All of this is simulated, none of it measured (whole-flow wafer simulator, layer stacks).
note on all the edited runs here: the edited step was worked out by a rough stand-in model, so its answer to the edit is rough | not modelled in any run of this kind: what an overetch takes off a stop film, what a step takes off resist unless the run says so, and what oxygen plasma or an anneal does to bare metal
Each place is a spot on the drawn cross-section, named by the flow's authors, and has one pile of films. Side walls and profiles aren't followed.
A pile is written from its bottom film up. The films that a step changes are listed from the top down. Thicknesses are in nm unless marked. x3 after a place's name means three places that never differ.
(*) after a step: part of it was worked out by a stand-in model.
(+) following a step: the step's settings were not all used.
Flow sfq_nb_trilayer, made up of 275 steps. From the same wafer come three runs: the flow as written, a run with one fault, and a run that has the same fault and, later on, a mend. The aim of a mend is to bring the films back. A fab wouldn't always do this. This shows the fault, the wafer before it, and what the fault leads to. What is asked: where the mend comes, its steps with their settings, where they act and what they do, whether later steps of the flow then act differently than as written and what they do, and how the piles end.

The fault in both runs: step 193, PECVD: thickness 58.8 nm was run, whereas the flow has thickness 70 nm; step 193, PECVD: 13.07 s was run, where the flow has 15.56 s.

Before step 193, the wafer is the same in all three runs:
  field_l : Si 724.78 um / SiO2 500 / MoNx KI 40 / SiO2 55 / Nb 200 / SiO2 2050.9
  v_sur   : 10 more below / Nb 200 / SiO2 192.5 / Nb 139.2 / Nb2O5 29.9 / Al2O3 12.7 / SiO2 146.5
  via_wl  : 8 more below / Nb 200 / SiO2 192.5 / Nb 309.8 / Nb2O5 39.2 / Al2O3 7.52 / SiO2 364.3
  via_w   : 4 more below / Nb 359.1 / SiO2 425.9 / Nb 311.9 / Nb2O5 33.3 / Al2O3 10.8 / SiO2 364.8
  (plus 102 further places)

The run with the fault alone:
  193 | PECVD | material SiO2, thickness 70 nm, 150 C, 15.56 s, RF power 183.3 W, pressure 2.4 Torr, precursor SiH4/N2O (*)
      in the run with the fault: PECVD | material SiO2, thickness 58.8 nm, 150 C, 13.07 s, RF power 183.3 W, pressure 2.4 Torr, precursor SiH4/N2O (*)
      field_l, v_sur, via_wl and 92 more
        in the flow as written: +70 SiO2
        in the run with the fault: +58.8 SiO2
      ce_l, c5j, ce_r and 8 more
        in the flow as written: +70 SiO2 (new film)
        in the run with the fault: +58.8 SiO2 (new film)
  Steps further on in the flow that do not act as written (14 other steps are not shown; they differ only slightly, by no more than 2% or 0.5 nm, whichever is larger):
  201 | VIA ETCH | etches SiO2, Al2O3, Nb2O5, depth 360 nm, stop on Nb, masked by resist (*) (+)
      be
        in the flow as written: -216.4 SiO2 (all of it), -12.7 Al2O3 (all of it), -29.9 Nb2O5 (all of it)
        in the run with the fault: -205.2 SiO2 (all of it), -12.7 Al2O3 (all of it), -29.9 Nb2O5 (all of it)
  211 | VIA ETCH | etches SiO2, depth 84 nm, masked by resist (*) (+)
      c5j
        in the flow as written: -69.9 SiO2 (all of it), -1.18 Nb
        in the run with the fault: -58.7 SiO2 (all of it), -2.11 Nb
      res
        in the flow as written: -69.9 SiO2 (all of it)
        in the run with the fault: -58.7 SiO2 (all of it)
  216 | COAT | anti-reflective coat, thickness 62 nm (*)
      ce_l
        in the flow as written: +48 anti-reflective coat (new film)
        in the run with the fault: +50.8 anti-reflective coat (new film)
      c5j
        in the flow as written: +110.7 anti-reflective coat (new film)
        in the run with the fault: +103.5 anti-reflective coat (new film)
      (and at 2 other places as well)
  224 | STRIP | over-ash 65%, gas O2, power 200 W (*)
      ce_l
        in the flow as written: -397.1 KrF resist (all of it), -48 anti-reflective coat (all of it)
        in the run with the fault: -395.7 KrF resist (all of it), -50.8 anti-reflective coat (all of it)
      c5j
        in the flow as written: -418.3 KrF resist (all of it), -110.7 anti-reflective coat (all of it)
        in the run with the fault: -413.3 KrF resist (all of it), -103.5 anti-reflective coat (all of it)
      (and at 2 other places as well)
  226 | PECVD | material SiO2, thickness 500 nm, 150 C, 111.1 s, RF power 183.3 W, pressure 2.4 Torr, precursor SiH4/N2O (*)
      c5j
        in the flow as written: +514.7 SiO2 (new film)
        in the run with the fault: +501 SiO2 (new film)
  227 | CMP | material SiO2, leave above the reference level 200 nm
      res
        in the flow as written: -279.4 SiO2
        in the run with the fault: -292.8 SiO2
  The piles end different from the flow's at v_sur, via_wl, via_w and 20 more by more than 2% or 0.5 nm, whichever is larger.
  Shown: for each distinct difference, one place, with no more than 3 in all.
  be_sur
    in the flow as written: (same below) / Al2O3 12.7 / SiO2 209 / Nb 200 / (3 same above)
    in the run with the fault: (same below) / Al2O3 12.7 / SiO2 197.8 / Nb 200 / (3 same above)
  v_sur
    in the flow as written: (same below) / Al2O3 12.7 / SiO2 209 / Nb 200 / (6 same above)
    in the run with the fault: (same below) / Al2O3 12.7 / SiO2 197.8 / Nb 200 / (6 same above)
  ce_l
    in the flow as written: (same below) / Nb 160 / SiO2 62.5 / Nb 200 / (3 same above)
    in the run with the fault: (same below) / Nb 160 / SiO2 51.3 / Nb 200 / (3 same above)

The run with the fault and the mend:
  The mend follows step 193.
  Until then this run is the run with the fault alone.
  193a | PECVD | material SiO2, thickness 11.2 nm, 150 C, 2.489 s, RF power 183.3 W, pressure 2.4 Torr, precursor SiH4/N2O (*) (the flow's step 193 again, with other settings)
      field_l, v_sur, via_wl and 103 more
        +11.2 SiO2
  Later steps of the flow that are run all act as written at every place that is followed, up to a difference of at most 2% or 0.5 nm, whichever is larger.
  By the end, the piles equal the flow's at every place that both follow.
